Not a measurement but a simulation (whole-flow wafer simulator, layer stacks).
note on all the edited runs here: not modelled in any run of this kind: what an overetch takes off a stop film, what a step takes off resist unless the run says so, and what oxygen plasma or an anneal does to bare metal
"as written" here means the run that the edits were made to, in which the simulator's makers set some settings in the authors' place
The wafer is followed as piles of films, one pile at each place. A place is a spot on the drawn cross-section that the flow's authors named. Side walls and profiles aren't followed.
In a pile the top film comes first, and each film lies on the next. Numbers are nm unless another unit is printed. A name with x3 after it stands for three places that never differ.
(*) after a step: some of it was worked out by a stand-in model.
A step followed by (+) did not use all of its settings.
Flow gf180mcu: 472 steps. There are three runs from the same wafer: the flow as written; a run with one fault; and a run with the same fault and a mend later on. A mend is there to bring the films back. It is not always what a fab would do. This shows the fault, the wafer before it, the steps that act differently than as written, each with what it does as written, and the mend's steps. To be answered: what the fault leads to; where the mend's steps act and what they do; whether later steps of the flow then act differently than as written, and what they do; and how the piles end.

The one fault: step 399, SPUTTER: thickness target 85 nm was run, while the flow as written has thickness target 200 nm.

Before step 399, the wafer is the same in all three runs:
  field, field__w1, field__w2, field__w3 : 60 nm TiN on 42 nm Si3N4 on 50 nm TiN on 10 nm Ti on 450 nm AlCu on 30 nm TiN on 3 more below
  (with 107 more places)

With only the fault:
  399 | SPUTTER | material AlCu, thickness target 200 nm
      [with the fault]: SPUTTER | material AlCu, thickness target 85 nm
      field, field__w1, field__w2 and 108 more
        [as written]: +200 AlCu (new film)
        [with the fault]: +85 AlCu (new film)
  Later steps of the flow acting differently than as written (1 other step is not shown; it differs only slightly, by no more than 2% or 0.5 nm, whichever is larger):
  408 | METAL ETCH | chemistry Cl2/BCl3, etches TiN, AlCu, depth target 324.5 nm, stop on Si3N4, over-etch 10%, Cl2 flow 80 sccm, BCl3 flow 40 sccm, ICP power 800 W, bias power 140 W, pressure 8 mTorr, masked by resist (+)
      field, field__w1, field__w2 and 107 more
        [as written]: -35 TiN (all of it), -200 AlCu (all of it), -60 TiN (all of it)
        [with the fault]: -35 TiN (all of it), -85 AlCu (all of it), -60 TiN (all of it)
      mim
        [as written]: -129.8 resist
        [with the fault]: -79.2 resist
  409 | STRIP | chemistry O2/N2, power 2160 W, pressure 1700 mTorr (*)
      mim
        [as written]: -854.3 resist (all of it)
        [with the fault]: -904.9 resist (all of it)
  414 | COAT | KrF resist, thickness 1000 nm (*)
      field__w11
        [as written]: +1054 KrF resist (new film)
        [with the fault]: +1030.5 KrF resist (new film)
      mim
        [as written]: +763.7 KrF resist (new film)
        [with the fault]: +853.1 KrF resist (new film)
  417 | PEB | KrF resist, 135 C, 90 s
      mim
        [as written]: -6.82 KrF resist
        [with the fault]: -8.23 KrF resist
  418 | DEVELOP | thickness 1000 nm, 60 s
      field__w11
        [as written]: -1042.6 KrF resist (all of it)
        [with the fault]: -1019.7 KrF resist (all of it)
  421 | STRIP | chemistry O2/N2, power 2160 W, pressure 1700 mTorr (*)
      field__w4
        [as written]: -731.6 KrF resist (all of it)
        [with the fault]: -713.2 KrF resist (all of it)
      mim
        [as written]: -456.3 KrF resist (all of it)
        [with the fault]: -544.3 KrF resist (all of it)
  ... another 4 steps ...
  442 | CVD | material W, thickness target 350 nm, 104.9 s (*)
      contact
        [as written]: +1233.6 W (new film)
        [with the fault]: +1117.7 W (new film)
  At field__w4, field__w8, contact, m1, m1__w1, mim, mim_1p0, m1_nw, the piles at the end differ from the flow's by more than 2% or 0.5 nm, whichever is larger.
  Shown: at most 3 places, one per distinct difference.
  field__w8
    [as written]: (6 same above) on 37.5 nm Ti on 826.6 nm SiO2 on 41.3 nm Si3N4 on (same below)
    [with the fault]: (6 same above) on 37.5 nm Ti on 711.6 nm SiO2 on 41.3 nm Si3N4 on (same below)
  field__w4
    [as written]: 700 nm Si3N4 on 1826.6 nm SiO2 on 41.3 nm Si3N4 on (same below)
    [with the fault]: 700 nm Si3N4 on 1711.6 nm SiO2 on 41.3 nm Si3N4 on (same below)
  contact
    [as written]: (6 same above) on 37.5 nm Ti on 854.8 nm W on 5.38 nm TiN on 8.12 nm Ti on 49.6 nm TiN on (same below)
    [with the fault]: (6 same above) on 37.5 nm Ti on 738.9 nm W on 5.75 nm TiN on 8.68 nm Ti on 49.6 nm TiN on (same below)

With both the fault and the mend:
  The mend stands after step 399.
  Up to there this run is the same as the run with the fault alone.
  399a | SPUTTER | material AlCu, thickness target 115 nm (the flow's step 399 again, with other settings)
      field, field__w1, field__w2 and 108 more
        +115 AlCu
  Later steps of the flow that are run all act as written at every place that is followed.
  The piles end the same as the flow's at every place that both follow.
